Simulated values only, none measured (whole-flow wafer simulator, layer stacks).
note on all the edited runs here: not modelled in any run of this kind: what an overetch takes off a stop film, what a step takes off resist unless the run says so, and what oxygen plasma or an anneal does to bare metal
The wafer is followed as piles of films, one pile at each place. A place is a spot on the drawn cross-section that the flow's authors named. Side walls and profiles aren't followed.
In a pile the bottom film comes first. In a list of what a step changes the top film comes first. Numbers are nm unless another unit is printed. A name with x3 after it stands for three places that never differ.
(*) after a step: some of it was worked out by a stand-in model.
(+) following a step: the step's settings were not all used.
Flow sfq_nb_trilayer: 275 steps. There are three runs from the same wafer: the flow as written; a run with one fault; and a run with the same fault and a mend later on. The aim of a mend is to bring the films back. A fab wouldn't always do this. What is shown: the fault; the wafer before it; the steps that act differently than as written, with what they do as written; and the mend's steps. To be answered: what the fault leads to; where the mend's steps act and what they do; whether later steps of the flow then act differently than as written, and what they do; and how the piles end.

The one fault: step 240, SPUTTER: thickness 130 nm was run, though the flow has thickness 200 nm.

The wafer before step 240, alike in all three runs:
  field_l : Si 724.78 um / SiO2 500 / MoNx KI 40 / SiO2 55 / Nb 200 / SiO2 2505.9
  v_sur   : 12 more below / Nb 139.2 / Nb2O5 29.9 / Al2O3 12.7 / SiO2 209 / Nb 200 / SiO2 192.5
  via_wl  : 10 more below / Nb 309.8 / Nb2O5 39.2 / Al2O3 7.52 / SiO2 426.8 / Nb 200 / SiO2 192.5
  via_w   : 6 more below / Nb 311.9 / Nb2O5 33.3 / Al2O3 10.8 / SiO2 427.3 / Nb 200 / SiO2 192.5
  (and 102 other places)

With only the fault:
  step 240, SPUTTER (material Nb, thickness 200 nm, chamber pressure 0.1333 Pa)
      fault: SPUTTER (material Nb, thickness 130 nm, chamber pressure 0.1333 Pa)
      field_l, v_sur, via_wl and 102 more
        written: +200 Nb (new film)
        fault: +130 Nb (new film)
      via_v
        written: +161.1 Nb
        fault: +104.6 Nb
  Later steps of the flow acting differently than as written (3 more steps, not shown, differ only slightly: by at most 2% or 0.5 nm, whichever is larger):
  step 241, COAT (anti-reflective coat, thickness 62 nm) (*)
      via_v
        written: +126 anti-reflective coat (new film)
        fault: +122.1 anti-reflective coat (new film)
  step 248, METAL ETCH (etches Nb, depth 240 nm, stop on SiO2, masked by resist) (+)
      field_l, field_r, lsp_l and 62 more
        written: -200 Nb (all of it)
        fault: -130 Nb (all of it)
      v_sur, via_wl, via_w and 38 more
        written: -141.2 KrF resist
        fault: -114.7 KrF resist
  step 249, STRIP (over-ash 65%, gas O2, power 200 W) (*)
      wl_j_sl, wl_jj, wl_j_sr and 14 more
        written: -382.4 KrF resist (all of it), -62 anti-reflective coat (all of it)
        fault: -408.9 KrF resist (all of it), -62 anti-reflective coat (all of it)
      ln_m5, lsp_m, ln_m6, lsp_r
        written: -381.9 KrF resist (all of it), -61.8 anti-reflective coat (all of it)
        fault: -408.4 KrF resist (all of it), -61.8 anti-reflective coat (all of it)
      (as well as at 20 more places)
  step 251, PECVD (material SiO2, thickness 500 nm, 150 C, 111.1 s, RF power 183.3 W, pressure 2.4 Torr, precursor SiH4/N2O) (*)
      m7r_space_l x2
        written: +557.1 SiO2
        fault: +500 SiO2
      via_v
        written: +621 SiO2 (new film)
        fault: +600 SiO2 (new film)
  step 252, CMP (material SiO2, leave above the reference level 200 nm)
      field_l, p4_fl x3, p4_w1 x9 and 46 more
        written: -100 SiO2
        fault: -170 SiO2
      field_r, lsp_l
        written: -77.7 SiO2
        fault: -155.5 SiO2
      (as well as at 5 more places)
  By the end, the piles at field_l, v_sur, via_wl and 103 more depart from the flow's by more than 2% or 0.5 nm, whichever is larger.
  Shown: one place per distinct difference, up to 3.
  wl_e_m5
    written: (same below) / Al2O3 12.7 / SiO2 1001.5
    fault: (same below) / Al2O3 12.7 / SiO2 931.5
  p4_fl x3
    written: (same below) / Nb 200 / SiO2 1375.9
    fault: (same below) / Nb 200 / SiO2 1305.9
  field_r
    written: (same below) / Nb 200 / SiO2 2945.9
    fault: (same below) / Nb 200 / SiO2 2875.9

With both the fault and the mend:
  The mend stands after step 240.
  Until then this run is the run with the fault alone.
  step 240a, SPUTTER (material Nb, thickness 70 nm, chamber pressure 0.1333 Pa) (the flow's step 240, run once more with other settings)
      field_l, v_sur, via_wl and 102 more
        +70 Nb
      via_v
        +52.9 Nb
  Later steps of the flow that are run all act as written at every place that is followed, up to a difference of at most 2% or 0.5 nm, whichever is larger.
  The piles end only slightly different from the flow's at the places that both follow, by no more than 2% or 0.5 nm, whichever is larger.
